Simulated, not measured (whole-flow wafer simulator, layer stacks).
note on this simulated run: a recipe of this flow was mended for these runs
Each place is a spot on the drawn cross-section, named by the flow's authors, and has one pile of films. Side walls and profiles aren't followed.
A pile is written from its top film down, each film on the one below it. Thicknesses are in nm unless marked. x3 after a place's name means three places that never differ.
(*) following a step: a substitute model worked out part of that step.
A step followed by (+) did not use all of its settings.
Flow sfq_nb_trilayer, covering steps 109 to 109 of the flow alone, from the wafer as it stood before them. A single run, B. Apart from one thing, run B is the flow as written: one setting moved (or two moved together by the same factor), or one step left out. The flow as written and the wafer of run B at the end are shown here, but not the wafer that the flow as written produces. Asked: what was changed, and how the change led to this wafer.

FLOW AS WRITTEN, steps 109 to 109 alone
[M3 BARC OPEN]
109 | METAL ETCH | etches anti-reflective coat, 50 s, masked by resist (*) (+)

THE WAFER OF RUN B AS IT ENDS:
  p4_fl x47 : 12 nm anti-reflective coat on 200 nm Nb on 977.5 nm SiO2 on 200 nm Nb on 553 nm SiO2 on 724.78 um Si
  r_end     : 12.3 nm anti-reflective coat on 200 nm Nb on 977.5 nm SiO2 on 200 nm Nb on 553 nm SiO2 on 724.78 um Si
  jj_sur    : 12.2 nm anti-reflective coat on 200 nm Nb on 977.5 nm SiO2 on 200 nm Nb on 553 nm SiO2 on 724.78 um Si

What caused this: step 109, METAL ETCH: 20 s was run, whereas the flow has 50 s.

Step by step, how the change led to this:
  109 | METAL ETCH | etches anti-reflective coat, 50 s, masked by resist (*) (+)
      p4_fl x47, wl_d_m1, l0r_line_l x3, m0r_space_l x2: -50 anti-reflective coat (as written it would have been: -62 anti-reflective coat (all of it))
      r_end, moat, field_r and 7 more: -50 anti-reflective coat (as written it would have been: -62.3 anti-reflective coat (all of it))
      (also at 43 further places)
